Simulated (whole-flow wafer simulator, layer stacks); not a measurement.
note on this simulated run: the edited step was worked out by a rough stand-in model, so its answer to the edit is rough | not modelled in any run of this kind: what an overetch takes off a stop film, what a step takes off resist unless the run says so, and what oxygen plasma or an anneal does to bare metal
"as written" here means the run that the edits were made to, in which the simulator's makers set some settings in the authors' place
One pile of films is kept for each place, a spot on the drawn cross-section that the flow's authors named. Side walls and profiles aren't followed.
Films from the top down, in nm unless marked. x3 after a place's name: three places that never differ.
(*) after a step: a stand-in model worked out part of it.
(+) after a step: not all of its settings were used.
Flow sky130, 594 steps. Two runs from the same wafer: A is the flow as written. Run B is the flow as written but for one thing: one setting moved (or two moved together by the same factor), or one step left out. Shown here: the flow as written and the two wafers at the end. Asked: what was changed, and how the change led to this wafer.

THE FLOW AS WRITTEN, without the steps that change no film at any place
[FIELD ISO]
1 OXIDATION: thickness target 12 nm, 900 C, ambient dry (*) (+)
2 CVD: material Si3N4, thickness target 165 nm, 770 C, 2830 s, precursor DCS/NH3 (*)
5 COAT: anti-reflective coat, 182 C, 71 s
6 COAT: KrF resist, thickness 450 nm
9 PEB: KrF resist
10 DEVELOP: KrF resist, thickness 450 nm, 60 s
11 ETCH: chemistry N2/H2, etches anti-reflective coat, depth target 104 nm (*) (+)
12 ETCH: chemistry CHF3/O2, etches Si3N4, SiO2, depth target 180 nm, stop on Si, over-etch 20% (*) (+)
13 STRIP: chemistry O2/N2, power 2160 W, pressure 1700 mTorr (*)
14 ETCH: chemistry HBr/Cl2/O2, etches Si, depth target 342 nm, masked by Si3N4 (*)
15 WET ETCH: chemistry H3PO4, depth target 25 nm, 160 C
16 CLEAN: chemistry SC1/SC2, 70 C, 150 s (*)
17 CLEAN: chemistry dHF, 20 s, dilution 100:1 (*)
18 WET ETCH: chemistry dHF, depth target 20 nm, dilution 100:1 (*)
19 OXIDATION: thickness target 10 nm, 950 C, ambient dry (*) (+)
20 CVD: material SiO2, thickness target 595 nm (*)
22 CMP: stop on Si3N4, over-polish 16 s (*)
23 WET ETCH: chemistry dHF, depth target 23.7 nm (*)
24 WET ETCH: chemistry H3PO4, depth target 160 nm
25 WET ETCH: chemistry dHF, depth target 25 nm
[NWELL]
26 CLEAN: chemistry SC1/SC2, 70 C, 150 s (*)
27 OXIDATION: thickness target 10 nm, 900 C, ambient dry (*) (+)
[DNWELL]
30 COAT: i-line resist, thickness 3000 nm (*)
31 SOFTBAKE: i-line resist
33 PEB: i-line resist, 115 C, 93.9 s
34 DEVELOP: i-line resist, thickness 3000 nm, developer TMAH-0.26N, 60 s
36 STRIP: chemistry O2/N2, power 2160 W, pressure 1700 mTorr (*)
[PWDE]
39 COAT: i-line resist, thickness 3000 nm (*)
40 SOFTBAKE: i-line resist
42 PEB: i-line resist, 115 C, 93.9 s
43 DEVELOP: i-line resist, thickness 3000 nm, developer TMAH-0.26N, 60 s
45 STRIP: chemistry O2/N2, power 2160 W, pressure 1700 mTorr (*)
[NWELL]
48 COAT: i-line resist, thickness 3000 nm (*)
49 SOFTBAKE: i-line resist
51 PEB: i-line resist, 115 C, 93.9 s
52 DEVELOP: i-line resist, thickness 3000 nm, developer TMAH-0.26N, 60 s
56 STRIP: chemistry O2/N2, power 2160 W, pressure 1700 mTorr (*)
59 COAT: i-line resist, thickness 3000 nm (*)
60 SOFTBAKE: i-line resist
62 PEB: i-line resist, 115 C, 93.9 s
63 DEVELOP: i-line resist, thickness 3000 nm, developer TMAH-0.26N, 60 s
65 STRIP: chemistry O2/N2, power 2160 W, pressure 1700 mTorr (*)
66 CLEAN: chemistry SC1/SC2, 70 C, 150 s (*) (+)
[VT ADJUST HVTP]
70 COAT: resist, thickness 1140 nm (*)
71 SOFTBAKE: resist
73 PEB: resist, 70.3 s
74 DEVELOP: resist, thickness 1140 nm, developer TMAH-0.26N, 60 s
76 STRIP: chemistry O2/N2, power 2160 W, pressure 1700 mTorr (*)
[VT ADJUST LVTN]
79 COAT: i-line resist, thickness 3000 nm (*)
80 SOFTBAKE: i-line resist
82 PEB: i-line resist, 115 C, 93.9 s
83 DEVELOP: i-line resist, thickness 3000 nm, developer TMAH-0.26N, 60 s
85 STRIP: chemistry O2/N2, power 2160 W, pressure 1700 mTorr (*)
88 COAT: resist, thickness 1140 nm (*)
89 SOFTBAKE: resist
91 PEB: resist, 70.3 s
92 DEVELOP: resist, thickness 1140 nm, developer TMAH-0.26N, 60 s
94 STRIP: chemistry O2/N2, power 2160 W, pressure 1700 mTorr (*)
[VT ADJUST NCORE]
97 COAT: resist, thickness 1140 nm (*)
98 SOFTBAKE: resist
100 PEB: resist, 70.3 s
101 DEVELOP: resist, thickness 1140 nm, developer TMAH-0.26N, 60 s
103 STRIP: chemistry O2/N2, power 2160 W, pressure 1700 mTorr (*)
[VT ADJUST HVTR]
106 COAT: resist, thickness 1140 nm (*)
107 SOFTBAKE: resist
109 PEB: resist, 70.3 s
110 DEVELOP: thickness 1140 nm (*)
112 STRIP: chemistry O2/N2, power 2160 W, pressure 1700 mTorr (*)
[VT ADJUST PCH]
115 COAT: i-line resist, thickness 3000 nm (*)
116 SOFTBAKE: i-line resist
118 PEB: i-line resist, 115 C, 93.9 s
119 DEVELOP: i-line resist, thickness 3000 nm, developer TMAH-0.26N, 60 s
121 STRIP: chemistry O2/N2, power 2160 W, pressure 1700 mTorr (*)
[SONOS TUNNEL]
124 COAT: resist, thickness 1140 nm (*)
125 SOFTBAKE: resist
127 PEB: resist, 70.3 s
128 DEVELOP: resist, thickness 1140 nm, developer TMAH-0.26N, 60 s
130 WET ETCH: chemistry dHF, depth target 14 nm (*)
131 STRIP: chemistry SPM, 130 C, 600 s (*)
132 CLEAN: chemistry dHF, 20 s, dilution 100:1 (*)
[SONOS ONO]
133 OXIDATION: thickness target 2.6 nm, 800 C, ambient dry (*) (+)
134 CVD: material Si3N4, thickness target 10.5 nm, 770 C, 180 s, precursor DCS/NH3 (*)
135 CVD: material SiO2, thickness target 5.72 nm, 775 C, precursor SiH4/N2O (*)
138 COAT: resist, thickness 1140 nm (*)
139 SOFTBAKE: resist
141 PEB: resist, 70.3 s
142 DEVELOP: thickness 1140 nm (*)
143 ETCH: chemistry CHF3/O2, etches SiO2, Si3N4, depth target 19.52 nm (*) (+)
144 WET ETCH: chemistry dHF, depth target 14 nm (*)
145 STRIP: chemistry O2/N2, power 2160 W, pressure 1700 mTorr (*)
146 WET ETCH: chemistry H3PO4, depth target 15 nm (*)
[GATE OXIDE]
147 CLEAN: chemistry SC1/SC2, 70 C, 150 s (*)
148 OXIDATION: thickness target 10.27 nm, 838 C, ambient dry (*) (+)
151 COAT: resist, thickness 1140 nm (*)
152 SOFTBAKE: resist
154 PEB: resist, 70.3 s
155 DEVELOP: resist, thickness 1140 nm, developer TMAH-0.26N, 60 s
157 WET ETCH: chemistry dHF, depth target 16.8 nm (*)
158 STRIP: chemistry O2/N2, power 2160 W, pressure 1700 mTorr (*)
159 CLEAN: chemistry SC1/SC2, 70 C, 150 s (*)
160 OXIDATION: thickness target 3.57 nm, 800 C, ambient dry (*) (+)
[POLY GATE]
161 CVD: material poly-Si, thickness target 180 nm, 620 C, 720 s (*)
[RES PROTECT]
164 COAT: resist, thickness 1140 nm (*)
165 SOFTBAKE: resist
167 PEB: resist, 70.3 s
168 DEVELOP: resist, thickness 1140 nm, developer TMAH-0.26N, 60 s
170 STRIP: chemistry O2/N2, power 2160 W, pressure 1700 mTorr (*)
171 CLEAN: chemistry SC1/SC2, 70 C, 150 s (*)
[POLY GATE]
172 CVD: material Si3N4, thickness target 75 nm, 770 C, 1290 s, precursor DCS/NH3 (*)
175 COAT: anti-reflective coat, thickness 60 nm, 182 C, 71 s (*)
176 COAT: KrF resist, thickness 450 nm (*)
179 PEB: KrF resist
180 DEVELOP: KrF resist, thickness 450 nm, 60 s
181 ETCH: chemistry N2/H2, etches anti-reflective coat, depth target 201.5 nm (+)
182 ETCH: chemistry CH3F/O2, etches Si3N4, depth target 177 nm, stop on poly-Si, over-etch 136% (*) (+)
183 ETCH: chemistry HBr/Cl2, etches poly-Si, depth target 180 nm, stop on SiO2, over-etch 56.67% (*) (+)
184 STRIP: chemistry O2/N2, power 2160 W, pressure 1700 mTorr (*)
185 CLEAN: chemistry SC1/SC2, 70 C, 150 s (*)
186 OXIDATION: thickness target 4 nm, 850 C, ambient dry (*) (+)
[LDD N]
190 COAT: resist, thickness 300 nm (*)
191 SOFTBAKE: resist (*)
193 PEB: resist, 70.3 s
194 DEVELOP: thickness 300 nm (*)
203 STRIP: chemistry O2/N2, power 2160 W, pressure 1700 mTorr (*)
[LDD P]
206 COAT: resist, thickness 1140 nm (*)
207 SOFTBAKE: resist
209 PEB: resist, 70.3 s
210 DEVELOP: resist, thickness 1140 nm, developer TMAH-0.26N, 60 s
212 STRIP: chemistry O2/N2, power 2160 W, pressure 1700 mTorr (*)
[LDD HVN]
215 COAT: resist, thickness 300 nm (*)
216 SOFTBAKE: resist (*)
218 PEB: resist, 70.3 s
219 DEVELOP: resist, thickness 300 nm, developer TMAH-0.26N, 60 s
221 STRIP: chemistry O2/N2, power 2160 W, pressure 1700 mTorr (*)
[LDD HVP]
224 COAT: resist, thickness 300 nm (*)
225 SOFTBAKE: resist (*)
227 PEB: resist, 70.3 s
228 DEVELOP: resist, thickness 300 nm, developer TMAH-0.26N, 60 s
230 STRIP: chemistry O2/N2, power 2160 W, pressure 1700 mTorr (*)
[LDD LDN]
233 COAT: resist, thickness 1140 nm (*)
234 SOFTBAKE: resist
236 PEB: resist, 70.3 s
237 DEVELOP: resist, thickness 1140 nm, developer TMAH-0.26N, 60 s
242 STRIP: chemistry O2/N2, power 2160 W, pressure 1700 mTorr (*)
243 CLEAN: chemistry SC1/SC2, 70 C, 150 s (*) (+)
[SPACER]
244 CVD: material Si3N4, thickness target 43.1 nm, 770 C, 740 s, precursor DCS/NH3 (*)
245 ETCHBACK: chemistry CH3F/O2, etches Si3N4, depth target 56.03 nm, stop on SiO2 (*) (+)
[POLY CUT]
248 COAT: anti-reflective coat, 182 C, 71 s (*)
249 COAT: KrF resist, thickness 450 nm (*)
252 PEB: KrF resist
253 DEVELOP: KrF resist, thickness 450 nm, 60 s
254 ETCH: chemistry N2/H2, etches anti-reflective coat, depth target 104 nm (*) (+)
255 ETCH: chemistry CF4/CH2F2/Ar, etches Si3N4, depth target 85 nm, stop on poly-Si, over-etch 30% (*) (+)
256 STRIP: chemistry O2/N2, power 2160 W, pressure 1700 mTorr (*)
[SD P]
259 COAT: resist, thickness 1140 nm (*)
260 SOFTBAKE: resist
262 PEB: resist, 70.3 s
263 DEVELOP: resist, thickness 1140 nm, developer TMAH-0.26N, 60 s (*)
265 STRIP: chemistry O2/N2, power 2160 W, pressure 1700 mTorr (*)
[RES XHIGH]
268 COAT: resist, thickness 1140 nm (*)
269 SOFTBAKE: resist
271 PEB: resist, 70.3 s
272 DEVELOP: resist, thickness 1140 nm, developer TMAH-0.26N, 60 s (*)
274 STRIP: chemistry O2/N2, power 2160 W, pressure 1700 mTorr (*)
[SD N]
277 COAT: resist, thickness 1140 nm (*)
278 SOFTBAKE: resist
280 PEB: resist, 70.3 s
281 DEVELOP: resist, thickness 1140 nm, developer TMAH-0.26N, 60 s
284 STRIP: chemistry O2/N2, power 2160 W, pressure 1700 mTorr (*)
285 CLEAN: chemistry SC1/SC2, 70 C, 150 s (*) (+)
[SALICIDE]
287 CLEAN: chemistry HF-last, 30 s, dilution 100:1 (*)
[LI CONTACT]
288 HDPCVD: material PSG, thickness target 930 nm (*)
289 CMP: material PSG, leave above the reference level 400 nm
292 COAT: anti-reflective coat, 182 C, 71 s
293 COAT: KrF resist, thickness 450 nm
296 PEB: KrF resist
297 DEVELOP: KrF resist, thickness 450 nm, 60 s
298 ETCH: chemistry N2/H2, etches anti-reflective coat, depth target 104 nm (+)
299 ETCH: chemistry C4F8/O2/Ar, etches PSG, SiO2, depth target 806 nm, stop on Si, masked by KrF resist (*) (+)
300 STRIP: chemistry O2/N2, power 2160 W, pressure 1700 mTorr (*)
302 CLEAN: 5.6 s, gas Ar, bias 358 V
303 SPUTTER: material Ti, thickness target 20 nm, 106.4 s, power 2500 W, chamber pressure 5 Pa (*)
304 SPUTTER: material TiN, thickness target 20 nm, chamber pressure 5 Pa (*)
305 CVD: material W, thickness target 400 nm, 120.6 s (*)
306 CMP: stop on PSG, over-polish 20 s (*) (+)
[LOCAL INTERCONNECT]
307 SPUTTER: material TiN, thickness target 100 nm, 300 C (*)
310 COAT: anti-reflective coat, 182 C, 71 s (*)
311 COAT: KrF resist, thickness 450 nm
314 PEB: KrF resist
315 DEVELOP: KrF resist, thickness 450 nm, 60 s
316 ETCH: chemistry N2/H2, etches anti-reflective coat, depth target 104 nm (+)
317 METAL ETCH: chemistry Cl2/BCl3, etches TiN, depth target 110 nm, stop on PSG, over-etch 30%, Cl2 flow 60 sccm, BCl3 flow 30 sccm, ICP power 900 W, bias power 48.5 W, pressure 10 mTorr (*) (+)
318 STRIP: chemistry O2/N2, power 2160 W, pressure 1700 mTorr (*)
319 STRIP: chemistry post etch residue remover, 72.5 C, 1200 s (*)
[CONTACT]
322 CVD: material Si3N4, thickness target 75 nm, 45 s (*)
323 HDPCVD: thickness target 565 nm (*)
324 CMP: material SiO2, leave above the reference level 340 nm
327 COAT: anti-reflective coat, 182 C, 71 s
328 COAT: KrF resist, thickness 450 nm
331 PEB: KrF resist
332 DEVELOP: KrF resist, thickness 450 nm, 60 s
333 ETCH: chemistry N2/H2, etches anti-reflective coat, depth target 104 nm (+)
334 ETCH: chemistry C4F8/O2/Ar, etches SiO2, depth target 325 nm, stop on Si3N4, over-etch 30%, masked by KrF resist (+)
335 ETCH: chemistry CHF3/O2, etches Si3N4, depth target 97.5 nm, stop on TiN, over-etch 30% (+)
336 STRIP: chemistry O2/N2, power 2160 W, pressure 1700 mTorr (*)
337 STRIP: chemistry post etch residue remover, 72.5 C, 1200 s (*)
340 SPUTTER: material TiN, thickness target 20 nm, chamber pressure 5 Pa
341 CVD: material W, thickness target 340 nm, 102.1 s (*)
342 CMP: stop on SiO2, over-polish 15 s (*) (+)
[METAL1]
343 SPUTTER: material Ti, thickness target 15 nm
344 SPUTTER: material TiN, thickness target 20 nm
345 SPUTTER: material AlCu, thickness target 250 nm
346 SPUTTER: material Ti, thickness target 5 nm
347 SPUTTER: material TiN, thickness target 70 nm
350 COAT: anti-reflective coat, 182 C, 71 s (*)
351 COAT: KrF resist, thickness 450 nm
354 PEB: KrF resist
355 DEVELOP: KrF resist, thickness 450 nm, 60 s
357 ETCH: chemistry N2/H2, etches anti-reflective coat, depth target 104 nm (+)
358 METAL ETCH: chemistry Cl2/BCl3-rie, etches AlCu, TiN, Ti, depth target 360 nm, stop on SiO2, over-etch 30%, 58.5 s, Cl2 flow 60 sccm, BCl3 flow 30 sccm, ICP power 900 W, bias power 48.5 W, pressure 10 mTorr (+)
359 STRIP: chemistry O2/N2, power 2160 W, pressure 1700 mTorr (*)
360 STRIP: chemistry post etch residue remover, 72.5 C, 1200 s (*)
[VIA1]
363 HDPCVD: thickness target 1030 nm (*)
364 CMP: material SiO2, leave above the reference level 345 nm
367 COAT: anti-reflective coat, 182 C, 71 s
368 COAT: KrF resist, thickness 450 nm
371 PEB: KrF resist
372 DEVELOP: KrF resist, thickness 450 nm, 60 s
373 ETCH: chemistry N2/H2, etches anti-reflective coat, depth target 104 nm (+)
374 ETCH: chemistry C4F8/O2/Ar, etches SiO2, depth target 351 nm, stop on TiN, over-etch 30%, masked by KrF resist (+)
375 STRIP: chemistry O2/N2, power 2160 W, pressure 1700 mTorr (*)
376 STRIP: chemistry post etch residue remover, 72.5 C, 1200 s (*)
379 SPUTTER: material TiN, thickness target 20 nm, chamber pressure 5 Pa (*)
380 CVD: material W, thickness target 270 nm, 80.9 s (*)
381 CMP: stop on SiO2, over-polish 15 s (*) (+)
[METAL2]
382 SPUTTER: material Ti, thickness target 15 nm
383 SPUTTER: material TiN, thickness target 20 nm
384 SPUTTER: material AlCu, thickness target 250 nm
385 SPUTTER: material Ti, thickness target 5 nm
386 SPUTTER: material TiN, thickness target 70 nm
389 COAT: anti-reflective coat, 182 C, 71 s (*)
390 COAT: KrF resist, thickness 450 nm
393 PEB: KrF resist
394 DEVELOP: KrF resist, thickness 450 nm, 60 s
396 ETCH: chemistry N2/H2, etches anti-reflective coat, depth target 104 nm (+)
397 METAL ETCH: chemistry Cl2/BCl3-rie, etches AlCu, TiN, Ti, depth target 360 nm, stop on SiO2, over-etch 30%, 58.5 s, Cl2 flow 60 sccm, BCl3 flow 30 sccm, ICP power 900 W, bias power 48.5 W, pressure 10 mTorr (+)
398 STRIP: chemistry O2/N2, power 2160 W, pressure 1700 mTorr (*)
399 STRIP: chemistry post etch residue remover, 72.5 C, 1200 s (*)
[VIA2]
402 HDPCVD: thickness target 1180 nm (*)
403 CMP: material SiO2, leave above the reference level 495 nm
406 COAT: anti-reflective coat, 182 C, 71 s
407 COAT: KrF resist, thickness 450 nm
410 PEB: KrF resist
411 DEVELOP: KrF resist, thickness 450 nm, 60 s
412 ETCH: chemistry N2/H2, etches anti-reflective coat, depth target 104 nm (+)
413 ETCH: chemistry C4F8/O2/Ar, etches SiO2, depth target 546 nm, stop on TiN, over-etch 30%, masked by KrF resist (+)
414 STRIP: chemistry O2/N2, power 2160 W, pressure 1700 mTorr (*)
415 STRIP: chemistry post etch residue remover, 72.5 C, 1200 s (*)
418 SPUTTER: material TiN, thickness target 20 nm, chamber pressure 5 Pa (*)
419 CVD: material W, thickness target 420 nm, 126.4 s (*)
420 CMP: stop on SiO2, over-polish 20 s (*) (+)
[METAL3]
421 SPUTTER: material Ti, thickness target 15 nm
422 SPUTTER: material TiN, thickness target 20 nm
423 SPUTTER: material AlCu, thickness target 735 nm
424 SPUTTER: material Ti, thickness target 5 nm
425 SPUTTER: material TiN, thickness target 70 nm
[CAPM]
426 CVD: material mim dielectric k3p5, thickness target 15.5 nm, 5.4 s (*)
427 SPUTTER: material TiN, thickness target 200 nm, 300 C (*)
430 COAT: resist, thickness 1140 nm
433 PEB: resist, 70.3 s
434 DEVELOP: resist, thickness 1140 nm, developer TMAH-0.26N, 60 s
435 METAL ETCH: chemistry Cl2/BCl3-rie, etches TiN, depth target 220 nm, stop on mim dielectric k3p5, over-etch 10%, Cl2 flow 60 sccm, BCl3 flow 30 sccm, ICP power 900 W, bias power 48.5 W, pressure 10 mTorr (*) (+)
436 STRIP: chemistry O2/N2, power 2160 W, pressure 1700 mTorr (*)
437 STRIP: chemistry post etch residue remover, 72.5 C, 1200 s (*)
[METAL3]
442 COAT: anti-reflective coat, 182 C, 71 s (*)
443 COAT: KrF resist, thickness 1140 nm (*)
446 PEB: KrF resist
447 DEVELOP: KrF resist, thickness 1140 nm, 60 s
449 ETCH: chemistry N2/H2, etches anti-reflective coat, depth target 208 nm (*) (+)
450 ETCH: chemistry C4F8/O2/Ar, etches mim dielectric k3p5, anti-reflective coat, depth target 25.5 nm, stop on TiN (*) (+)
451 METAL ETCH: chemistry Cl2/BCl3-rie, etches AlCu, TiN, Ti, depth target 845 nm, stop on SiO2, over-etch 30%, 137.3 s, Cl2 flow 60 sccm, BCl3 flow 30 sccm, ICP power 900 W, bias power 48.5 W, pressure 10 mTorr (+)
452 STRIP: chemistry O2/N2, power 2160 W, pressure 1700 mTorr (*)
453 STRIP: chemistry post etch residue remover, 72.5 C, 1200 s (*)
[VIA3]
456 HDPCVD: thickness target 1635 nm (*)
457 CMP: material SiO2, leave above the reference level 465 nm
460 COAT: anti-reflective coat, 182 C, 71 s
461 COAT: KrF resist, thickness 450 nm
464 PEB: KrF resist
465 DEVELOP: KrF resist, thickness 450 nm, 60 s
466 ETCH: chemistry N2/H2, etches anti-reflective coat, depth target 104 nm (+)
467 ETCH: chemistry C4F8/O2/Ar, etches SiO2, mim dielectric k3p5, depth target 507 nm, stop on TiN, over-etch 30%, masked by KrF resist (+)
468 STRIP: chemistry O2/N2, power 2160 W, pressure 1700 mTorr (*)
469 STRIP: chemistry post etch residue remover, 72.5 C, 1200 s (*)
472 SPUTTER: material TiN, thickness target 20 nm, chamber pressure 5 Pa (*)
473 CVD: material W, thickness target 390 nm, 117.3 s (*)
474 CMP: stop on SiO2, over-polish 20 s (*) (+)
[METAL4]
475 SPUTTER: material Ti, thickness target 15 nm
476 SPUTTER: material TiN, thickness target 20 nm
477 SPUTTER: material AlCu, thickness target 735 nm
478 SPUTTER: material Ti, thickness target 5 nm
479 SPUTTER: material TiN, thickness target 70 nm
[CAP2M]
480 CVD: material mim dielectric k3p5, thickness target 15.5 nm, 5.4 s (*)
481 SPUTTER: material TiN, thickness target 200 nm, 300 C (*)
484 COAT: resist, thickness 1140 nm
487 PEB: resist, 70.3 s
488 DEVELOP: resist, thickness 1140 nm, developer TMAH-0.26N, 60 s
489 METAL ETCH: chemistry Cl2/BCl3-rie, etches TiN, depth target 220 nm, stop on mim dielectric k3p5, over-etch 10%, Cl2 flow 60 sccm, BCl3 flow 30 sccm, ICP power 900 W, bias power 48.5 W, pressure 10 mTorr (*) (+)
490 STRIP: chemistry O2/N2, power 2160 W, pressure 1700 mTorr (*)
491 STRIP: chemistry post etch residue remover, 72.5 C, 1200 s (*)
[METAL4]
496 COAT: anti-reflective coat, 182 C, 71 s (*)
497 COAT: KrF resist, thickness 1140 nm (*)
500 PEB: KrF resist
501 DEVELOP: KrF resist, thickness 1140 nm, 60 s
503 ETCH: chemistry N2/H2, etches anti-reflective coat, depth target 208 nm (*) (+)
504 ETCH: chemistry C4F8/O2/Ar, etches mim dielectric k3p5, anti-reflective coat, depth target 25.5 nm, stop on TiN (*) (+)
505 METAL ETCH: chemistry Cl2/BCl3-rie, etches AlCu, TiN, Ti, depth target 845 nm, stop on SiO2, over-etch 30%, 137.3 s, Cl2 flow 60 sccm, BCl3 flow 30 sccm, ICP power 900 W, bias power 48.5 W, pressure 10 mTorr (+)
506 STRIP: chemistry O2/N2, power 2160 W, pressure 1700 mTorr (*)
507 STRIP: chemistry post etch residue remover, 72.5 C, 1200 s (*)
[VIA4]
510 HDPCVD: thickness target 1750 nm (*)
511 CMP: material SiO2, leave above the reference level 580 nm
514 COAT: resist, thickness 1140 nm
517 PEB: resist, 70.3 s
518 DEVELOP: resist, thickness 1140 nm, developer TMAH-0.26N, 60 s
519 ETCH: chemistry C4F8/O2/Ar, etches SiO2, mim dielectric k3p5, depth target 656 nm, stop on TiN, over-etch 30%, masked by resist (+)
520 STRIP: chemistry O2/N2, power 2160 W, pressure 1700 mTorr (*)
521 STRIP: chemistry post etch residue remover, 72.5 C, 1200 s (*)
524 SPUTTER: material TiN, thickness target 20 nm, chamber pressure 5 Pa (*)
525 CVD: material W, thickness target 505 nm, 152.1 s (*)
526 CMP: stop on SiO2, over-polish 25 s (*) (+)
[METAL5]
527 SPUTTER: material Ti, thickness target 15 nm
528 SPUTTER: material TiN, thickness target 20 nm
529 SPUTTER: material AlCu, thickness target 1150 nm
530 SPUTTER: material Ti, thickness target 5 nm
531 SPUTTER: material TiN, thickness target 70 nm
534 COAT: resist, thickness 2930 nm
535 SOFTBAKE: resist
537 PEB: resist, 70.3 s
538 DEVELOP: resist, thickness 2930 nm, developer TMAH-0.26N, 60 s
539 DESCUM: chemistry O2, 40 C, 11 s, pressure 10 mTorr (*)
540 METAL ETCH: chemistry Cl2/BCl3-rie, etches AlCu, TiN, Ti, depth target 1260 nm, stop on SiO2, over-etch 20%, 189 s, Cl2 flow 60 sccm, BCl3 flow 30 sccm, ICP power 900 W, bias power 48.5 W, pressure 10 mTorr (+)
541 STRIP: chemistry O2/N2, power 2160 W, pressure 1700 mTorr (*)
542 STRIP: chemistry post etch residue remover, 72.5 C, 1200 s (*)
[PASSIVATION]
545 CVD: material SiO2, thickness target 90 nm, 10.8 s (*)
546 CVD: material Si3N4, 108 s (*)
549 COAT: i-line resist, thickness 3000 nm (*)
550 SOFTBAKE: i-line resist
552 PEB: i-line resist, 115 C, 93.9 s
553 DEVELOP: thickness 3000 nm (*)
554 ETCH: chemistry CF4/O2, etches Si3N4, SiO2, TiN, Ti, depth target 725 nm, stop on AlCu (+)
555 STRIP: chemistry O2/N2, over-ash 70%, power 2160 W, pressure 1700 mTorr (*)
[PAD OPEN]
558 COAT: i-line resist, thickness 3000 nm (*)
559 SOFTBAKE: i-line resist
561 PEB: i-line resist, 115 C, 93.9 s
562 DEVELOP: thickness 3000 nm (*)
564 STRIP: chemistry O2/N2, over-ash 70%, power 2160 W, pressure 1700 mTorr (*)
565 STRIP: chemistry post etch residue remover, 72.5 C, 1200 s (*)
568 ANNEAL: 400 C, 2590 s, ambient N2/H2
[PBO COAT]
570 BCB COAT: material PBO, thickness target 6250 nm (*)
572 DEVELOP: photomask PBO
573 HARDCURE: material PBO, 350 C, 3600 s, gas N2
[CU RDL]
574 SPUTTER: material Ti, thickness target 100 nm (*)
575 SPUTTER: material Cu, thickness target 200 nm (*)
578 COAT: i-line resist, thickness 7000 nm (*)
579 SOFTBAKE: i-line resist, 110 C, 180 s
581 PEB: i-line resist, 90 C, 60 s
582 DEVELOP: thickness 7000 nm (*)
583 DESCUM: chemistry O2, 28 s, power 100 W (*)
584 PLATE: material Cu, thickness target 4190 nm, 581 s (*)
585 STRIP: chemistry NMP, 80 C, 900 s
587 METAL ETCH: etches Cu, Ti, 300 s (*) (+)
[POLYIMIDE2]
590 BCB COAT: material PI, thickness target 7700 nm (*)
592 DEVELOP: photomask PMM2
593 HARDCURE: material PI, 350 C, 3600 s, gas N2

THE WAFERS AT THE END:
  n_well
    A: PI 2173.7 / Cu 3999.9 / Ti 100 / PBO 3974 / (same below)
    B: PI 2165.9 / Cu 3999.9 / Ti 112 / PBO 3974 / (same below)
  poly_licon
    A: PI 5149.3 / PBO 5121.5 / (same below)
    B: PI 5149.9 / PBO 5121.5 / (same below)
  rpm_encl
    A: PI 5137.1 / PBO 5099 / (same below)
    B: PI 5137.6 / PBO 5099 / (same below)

The cause: step 574, SPUTTER: thickness target 112 nm was run, where the flow has thickness target 100 nm.
It can be read off the wafer: n_well has Ti 112, and step 574 as written asks for 100 nm.

How the change led to this, step by step:
  574 SPUTTER: material Ti, thickness target 100 nm (*)
      field, active, n_well and 190 more: A Ti +100 (new film) | B Ti +112 (new film)
  587 METAL ETCH: etches Cu, Ti, 300 s (*) (+)
      field, active, gate and 167 more: A Cu -200 (all of it), Ti -100 (all of it) | B Cu -200 (all of it), Ti -112 (all of it)
  590 BCB COAT: material PI, thickness target 7700 nm (*)
      de16_gate_nw: A PI +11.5 um (new film) | B PI +11.51 um (new film)
